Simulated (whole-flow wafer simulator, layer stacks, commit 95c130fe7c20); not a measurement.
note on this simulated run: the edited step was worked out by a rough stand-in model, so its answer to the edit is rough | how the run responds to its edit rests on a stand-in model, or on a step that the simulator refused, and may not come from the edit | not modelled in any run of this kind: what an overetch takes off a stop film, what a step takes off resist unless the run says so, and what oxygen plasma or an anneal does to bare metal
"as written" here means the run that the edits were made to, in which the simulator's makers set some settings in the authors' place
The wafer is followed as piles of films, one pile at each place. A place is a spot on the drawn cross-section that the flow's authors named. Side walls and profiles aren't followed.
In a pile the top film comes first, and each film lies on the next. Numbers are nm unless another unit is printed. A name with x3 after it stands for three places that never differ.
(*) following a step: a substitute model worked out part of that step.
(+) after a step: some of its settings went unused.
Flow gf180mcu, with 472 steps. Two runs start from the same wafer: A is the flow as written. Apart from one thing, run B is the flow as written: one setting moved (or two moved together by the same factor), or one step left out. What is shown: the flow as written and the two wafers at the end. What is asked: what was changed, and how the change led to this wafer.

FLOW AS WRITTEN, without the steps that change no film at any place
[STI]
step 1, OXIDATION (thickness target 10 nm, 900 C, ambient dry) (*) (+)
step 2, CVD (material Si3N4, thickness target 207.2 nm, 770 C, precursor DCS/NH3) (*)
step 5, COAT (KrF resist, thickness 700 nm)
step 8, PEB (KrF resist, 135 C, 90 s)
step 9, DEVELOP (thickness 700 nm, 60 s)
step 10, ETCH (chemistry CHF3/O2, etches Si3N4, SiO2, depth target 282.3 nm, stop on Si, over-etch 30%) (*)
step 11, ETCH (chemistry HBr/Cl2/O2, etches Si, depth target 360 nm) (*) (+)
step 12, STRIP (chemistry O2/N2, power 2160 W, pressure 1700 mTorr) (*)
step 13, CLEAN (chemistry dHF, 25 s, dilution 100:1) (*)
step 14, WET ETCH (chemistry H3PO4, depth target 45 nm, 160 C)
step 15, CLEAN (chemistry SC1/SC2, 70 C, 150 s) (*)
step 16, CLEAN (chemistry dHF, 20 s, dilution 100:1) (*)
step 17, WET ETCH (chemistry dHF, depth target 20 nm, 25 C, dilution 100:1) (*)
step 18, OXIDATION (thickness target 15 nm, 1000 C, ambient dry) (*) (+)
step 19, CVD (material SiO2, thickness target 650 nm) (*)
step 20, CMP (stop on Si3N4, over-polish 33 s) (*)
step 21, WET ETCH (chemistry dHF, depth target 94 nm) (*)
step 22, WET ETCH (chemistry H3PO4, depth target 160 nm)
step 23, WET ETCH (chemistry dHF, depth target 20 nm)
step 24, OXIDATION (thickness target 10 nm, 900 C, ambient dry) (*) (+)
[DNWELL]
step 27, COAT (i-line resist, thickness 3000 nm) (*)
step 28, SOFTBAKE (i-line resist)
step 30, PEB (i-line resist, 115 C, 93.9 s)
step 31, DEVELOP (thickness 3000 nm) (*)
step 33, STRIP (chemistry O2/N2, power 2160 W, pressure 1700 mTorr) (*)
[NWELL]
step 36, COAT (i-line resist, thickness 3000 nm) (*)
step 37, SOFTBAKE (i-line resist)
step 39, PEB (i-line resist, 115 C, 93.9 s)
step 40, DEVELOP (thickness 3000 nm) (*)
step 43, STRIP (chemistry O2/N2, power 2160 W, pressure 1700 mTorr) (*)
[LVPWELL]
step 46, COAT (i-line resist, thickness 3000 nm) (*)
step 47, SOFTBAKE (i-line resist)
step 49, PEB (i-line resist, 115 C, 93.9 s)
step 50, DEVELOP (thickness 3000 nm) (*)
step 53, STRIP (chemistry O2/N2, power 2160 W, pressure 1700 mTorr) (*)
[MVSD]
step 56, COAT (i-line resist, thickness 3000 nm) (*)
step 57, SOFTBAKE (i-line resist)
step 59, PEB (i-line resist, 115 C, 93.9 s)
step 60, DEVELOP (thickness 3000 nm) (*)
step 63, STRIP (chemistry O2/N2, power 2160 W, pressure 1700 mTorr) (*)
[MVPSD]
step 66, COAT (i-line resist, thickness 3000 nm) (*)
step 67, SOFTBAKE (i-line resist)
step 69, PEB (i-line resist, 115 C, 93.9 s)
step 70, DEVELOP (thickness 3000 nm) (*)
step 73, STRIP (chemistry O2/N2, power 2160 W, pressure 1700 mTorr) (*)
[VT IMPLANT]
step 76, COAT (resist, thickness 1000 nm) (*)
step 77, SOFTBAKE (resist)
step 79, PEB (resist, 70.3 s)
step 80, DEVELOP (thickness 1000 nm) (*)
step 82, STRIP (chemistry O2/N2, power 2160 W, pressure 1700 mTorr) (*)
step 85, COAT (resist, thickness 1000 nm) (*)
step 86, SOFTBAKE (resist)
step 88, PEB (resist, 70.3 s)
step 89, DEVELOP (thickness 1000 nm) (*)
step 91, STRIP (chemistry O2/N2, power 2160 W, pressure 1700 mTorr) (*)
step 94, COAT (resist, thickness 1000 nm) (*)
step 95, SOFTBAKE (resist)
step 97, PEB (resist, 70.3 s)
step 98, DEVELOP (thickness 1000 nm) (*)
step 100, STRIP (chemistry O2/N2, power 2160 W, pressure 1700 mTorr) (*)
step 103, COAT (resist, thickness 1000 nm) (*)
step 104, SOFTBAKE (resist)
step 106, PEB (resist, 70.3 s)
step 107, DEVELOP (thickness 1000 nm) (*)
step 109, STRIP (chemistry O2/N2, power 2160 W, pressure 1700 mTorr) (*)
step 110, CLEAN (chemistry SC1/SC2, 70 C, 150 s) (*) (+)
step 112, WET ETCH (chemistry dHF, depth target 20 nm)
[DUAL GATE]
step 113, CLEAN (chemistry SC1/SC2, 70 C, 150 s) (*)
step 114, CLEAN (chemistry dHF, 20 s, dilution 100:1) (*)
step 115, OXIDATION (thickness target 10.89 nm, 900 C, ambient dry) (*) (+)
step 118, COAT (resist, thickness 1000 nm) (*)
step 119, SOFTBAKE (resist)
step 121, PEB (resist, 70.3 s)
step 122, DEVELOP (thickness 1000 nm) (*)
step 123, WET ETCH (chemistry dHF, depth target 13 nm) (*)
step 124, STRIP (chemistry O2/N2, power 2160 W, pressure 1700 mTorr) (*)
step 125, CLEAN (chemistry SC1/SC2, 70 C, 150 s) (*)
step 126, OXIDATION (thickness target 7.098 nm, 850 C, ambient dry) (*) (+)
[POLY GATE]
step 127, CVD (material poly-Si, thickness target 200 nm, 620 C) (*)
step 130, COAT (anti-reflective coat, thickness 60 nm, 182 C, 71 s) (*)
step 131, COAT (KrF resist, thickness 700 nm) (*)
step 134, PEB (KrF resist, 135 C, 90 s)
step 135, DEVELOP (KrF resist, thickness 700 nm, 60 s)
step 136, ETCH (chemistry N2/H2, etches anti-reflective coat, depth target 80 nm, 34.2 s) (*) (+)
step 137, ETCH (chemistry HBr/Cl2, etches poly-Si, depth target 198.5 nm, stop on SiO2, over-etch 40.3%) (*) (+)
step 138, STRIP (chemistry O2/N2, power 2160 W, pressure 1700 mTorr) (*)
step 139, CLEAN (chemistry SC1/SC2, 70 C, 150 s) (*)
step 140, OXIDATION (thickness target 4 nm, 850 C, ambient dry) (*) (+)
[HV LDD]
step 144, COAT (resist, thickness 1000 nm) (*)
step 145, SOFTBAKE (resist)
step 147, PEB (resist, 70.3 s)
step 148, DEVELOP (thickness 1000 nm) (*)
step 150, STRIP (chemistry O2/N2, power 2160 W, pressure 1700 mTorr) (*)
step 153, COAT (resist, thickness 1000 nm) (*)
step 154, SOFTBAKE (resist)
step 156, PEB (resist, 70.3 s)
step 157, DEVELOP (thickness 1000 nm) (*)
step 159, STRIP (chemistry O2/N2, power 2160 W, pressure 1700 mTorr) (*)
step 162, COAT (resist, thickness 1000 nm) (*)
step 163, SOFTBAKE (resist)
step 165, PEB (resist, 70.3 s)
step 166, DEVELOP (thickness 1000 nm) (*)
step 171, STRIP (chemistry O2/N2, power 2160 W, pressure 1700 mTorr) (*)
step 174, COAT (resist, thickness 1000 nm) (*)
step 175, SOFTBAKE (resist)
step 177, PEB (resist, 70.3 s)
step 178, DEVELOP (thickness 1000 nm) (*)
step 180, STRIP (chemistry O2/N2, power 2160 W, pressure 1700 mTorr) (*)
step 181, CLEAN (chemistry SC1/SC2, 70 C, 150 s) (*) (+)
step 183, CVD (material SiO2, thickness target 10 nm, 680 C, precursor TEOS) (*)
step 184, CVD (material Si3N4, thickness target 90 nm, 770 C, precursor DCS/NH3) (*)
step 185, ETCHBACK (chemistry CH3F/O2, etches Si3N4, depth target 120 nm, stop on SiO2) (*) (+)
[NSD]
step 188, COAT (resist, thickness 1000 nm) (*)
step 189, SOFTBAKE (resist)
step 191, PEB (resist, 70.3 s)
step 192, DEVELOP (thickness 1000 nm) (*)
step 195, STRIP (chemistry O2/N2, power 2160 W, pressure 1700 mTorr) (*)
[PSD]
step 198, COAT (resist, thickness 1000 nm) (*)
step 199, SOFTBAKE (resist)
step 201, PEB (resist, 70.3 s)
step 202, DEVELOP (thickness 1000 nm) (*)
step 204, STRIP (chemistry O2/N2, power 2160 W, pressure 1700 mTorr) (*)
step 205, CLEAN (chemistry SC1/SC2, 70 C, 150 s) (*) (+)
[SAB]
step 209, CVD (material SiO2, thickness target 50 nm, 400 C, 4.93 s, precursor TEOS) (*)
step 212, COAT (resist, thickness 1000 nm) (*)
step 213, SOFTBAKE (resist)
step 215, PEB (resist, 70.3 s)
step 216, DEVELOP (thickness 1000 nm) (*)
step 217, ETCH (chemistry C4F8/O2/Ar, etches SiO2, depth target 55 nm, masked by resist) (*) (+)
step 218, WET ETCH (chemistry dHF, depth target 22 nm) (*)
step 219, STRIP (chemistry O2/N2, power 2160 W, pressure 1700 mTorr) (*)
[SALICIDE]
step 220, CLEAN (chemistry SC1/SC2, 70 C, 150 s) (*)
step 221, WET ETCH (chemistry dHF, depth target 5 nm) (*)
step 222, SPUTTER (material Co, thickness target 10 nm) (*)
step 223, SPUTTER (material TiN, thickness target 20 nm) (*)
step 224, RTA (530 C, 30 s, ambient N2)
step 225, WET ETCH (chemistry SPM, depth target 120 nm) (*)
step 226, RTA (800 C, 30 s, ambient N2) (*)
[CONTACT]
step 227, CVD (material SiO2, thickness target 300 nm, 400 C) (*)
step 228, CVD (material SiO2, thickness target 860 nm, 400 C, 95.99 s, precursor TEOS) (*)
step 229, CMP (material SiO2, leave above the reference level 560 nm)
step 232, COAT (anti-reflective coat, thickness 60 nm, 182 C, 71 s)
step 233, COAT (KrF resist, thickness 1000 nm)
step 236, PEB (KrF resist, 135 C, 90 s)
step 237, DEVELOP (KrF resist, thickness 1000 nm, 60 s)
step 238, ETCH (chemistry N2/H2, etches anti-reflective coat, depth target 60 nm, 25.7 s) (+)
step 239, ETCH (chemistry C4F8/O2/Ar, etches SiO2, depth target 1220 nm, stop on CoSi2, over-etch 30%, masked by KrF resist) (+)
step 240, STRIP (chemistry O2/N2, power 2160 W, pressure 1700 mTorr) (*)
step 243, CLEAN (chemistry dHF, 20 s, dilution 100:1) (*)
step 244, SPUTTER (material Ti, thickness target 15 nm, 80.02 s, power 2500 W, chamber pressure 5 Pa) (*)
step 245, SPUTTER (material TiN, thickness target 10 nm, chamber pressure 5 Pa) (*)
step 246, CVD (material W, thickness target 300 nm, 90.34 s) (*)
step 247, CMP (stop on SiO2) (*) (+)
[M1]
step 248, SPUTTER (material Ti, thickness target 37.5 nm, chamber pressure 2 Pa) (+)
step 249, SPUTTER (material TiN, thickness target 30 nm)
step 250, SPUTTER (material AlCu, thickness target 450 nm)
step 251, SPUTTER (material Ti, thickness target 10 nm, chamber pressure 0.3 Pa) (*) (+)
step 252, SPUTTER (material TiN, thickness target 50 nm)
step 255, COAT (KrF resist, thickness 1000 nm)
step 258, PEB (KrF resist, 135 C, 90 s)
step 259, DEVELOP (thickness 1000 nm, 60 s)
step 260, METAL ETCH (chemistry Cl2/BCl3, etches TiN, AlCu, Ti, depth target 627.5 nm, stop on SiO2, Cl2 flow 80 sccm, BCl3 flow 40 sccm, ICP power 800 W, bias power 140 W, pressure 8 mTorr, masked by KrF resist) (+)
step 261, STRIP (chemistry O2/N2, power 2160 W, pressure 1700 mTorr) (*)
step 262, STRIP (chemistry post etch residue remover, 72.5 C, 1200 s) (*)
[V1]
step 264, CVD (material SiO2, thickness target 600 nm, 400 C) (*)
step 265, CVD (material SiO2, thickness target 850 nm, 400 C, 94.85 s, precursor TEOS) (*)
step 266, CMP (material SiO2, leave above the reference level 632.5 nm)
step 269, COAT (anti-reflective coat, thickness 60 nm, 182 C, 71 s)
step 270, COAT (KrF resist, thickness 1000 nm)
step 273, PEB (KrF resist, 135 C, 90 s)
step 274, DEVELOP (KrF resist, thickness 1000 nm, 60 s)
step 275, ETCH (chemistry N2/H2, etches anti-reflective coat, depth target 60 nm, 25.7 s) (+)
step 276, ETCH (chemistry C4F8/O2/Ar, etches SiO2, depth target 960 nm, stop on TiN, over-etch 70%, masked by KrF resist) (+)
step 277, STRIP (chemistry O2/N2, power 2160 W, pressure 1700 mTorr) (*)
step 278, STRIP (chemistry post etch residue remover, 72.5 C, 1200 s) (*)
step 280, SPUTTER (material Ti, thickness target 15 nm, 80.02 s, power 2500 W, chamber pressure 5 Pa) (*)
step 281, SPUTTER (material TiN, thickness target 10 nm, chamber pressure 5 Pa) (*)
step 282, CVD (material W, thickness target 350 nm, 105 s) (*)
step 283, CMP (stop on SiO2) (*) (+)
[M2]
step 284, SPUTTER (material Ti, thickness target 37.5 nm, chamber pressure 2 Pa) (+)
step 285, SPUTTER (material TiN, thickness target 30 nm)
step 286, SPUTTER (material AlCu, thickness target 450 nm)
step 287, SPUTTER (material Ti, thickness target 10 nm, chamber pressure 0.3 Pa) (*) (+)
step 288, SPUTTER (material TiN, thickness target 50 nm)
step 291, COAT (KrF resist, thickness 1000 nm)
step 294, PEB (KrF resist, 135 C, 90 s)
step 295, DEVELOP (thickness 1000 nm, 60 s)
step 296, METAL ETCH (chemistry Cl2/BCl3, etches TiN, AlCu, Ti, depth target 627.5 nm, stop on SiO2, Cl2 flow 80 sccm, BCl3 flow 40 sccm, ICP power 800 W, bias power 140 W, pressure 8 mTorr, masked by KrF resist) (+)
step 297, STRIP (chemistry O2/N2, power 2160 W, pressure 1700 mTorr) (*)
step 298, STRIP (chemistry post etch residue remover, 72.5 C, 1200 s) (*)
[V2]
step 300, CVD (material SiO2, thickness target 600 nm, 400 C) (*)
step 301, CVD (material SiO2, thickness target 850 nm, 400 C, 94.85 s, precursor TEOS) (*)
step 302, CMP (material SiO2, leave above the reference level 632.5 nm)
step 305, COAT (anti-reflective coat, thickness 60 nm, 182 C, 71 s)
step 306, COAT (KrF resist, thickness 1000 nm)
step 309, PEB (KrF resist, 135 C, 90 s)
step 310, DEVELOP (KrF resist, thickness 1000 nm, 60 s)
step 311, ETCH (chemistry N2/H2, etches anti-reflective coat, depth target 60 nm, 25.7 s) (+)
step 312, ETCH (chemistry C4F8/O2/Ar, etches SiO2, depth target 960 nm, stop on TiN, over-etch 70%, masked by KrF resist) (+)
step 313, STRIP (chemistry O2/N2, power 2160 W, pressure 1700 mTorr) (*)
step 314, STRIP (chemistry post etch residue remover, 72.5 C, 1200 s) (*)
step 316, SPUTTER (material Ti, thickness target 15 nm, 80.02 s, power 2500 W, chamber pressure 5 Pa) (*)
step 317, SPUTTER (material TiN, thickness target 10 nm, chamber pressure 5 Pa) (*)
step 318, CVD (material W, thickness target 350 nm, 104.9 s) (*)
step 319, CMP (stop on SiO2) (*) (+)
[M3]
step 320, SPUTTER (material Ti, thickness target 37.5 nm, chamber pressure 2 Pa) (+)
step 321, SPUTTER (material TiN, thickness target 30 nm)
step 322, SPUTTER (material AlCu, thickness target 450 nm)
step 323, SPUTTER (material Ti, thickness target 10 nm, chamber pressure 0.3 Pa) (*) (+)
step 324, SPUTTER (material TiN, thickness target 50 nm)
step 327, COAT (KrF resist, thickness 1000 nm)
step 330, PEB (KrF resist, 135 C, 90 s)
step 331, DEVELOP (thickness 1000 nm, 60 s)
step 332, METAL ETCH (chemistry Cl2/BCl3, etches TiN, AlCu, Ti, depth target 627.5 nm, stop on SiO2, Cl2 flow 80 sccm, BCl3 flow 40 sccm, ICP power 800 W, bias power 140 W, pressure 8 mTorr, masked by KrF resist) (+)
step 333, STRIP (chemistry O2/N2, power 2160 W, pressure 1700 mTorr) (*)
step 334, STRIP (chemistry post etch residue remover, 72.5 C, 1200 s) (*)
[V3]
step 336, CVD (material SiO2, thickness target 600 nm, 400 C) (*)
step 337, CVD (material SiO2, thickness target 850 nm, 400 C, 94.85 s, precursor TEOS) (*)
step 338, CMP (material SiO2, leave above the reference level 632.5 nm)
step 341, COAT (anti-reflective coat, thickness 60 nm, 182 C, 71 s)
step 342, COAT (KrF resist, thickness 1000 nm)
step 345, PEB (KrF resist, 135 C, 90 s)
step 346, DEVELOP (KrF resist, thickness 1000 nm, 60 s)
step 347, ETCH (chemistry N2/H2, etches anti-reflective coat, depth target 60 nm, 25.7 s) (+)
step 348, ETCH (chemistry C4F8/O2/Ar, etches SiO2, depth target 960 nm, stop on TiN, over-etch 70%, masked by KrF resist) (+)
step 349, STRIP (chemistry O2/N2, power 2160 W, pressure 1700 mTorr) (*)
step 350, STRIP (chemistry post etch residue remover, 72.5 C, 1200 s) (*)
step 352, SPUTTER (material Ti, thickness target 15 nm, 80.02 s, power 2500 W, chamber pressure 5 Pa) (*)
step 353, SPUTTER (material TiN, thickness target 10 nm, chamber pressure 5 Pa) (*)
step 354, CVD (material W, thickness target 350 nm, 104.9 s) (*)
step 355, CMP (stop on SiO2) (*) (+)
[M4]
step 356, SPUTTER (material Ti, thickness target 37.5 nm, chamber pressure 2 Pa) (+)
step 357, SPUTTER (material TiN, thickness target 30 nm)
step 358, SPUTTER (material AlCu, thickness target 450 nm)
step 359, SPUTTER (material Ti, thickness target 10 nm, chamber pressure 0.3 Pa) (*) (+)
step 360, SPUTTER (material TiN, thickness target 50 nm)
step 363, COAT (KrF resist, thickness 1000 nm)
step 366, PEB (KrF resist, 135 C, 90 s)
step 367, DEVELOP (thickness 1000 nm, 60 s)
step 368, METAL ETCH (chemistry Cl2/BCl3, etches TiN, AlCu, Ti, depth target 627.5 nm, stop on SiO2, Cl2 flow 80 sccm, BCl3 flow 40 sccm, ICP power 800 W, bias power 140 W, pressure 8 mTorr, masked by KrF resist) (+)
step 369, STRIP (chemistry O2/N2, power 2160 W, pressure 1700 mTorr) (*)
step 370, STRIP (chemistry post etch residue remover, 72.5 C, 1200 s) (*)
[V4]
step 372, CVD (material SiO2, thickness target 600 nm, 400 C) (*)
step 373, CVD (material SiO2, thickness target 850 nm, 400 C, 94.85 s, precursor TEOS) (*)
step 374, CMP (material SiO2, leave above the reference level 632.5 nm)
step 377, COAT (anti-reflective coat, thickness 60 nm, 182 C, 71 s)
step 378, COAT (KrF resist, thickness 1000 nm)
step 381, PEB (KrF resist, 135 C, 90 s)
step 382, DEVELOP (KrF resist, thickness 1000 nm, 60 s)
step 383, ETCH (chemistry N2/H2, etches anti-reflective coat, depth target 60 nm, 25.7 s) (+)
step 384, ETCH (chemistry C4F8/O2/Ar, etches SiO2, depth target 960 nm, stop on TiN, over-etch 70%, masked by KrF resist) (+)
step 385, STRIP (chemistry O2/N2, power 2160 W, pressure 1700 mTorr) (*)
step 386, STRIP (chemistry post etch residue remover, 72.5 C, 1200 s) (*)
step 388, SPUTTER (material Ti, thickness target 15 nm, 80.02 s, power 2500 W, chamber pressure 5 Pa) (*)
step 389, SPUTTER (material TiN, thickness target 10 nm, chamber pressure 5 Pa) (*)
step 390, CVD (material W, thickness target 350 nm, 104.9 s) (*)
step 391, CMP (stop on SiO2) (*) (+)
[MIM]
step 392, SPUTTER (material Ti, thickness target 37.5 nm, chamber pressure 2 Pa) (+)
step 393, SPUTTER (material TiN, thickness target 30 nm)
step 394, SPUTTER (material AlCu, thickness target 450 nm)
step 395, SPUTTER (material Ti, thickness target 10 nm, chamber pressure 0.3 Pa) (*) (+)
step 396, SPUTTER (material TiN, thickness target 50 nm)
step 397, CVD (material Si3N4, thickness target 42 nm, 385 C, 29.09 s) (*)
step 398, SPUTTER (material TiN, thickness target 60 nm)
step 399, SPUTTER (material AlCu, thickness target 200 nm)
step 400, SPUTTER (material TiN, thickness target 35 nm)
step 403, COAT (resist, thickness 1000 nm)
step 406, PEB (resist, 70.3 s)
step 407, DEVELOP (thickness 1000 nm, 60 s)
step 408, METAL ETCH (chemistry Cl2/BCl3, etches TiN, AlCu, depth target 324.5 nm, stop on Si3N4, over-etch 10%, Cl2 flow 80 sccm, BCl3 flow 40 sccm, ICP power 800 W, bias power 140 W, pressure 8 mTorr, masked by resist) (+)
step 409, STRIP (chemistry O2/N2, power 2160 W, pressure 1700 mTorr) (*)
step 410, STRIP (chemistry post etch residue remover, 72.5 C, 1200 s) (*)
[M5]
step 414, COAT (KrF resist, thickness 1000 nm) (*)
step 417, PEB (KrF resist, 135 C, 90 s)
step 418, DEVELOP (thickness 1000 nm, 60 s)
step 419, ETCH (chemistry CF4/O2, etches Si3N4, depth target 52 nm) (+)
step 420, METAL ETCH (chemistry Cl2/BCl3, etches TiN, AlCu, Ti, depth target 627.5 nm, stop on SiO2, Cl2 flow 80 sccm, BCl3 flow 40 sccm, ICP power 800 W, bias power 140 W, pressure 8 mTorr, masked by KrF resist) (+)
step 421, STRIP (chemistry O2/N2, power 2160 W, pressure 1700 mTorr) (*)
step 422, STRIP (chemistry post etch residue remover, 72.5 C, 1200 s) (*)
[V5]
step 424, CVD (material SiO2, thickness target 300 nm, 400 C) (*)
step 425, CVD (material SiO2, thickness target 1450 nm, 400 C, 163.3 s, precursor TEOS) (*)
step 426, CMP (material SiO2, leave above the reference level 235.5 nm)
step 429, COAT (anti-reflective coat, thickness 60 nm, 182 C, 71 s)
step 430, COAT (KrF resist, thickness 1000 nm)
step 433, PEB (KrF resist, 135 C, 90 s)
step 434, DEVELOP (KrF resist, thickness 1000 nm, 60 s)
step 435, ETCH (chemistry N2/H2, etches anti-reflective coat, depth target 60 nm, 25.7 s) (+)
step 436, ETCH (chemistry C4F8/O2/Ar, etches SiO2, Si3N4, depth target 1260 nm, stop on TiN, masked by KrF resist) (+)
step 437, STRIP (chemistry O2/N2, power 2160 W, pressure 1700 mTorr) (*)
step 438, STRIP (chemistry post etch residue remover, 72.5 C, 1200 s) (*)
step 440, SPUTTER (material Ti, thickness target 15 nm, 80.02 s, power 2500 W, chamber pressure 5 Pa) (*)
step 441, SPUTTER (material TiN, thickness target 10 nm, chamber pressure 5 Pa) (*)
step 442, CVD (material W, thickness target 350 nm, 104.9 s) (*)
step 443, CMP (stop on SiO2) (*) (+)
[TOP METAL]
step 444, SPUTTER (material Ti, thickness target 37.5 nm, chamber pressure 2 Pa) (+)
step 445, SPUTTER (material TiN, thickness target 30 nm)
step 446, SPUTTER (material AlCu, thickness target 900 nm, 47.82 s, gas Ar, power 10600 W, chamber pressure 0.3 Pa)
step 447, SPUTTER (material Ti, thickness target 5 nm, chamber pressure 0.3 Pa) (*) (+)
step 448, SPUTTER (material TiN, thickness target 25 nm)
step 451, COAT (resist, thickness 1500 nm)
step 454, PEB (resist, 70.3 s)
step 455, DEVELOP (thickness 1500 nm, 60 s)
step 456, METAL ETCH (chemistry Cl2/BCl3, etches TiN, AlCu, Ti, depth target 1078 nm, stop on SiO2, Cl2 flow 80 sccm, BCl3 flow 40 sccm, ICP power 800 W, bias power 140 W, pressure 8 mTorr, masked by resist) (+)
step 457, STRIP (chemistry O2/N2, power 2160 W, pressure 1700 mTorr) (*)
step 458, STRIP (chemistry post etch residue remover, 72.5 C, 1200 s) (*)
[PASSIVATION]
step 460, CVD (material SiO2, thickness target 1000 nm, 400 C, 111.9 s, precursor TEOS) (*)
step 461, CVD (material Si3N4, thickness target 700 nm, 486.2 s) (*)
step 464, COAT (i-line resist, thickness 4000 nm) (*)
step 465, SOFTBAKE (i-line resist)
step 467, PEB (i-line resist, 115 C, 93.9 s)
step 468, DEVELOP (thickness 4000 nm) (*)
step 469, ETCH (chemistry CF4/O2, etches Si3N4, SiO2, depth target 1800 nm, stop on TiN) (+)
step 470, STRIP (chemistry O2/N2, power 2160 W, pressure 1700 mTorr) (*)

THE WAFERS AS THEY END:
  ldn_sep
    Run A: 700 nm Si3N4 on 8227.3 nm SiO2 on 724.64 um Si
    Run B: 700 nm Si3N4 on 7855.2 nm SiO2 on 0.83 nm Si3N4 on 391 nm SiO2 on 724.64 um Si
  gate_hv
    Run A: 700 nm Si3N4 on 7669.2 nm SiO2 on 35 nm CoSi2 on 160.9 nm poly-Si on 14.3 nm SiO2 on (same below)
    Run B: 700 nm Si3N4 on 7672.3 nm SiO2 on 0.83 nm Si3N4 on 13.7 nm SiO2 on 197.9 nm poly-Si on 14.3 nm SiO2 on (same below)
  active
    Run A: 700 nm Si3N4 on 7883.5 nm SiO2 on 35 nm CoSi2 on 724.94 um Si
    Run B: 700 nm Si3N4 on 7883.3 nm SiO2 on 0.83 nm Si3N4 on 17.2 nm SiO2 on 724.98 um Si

Cause: step 184, CVD: thickness target 125 nm was run, while the flow as written has thickness target 90 nm.

Step by step, how the change led to this:
  step 184, CVD (material Si3N4, thickness target 90 nm, 770 C, precursor DCS/NH3) (*)
      field, field__w1, field__w2 and 101 more: A +90 Si3N4 (new film) | B +125 Si3N4 (new film)
  step 185, ETCHBACK (chemistry CH3F/O2, etches Si3N4, depth target 120 nm, stop on SiO2) (*) (+)
      field, field__w1, field__w2 and 100 more: A -90 Si3N4 (all of it), -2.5 SiO2 | B -120 Si3N4
  step 188, COAT (resist, thickness 1000 nm) (*)
      spacer: A +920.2 resist (new film) | B +893 resist (new film)
  step 189, SOFTBAKE (resist)
      field__w9: A +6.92 resist | B -3.08 resist
      field__w6: A +7.53 resist | B +8.08 resist
      (as well as at 15 more places)
  step 192, DEVELOP (thickness 1000 nm) (*)
      spacer: A -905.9 resist (all of it) | B -879.3 resist (all of it)
  step 198, COAT (resist, thickness 1000 nm) (*)
      spacer: A +920.2 resist (new film) | B +893 resist (new film)
  step 199, SOFTBAKE (resist)
      field__w9: A +6.92 resist | B -3.08 resist
      field__w6: A +7.53 resist | B +8.08 resist
      (as well as at 15 more places)
  step 204, STRIP (chemistry O2/N2, power 2160 W, pressure 1700 mTorr) (*)
      spacer: A -905.9 resist (all of it) | B -879.2 resist (all of it)
  step 205, CLEAN (chemistry SC1/SC2, 70 C, 150 s) (*) (+)
      field, field__w1, field__w2 and 105 more: A -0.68 SiO2 | B -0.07 Si3N4
  step 209, CVD (material SiO2, thickness target 50 nm, 400 C, 4.93 s, precursor TEOS) (*)
      field, field__w7, field__w8 and 73 more: A +50 SiO2 | B +50 SiO2 (new film)
      field_sub__w1, field_sub__w3, field_sub__w4, field_sub__w5, ld_drift_n: A +48.9 SiO2 | B +48.8 SiO2 (new film)
      (as well as at 27 more places)
  step 212, COAT (resist, thickness 1000 nm) (*)
      spacer: A +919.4 resist (new film) | B +892.5 resist (new film)
  step 213, SOFTBAKE (resist)
      npoly_sal: A -0.55 resist | B +0.27 resist
      field__w5: A +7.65 resist | B +8.44 resist
      (as well as at 9 more places)
  step 216, DEVELOP (thickness 1000 nm) (*)
      spacer: A -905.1 resist (all of it) | B -878.7 resist (all of it)
  step 217, ETCH (chemistry C4F8/O2/Ar, etches SiO2, depth target 55 nm, masked by resist) (*) (+)
      field, field__w7, field__w8 and 70 more: A -55 SiO2 | B -50 SiO2 (all of it), -0.83 Si3N4
      field_sub, field_sub__w2, ld_drn_n, ld_sd_p: A -55 SiO2 | B -48.7 SiO2 (all of it), -1.05 Si3N4
      (as well as at 22 more places)
  step 218, WET ETCH (chemistry dHF, depth target 22 nm) (*)
      gate, gate_hv, gate_p and 23 more: A -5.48 SiO2 (all of it) | B -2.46 Si3N4
      field, field__w10, sti and 14 more: A -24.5 SiO2 | B -2.46 Si3N4
      (as well as at 56 more places)
  step 219, STRIP (chemistry O2/N2, power 2160 W, pressure 1700 mTorr) (*)
      gate, gate_hv, gate_p and 23 more: A +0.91 chemical SiO2 (new film), -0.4 poly-Si | B nothing
      active, p_well, sd_n and 20 more: A +0.91 chemical SiO2 (new film), -0.4 Si | B nothing
  ... 14 other steps ...
  step 471, ANNEAL (400 C, 1800 s, ambient N2/H2)
      polyc_n, polyc_p: A nothing | B under 9 films: +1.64 void (new film), -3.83 Ti, +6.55 TiSi first (new film), -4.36 poly-Si
      contact: A nothing | B under 49 films: +1.62 void (new film), -3.83 Ti, +6.55 TiSi first (new film), -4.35 Si
With metal films that touch counted as one body, gate_hv has 0 bodies; the flow as written gives 1 body.
With metal films that touch counted as one body, active has 0 bodies; the flow as written gives 1 body.
